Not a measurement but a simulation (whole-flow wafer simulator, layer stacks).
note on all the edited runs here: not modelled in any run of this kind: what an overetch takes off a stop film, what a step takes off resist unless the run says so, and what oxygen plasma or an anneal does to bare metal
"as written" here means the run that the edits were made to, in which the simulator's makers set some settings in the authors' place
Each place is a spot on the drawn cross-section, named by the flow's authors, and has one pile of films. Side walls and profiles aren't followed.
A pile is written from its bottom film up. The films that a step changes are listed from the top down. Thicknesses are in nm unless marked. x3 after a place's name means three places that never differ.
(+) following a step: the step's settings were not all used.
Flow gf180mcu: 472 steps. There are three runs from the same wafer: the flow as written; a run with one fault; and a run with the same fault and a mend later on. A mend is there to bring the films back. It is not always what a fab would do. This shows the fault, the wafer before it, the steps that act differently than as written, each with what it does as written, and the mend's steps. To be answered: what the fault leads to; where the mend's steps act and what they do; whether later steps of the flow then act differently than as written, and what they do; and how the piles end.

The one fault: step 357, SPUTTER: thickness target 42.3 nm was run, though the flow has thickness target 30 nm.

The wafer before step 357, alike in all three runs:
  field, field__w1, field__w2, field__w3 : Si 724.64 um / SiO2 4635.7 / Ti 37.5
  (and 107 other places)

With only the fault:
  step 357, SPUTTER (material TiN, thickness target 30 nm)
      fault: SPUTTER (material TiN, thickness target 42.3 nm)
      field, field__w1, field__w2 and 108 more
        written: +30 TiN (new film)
        fault: +42.3 TiN (new film)
  Later steps of the flow acting differently than as written:
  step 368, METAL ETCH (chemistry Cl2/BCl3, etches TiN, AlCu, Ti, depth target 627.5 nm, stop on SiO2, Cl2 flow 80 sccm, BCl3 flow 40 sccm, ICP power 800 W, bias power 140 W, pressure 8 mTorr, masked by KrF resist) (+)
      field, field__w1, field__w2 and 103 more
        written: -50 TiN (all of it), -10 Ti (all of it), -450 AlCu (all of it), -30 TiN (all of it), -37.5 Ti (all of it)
        fault: -50 TiN (all of it), -10 Ti (all of it), -450 AlCu (all of it), -42.3 TiN (all of it), -37.5 Ti (all of it)
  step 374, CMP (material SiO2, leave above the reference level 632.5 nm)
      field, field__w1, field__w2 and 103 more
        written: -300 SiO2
        fault: -287.7 SiO2
  By the end, the piles at field__w8, contact, m1, m1__w1, m1_nw depart from the flow's by more than 2% or 0.5 nm, whichever is larger.
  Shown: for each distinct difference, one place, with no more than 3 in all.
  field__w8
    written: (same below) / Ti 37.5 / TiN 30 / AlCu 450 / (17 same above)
    fault: (same below) / Ti 37.5 / TiN 42.3 / AlCu 450 / (17 same above)
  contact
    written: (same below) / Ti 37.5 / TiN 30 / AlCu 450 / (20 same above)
    fault: (same below) / Ti 37.5 / TiN 42.3 / AlCu 450 / (20 same above)

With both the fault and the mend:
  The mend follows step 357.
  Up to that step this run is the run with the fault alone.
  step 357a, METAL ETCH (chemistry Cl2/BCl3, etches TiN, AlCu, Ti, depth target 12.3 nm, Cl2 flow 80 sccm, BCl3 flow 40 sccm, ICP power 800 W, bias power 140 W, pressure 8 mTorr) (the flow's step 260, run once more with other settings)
      field, field__w1, field__w2 and 108 more
        -12.3 TiN
  Every later step of the flow that is run acts as written at every place that is followed.
  At every place that both follow, the piles at the end match the flow's.
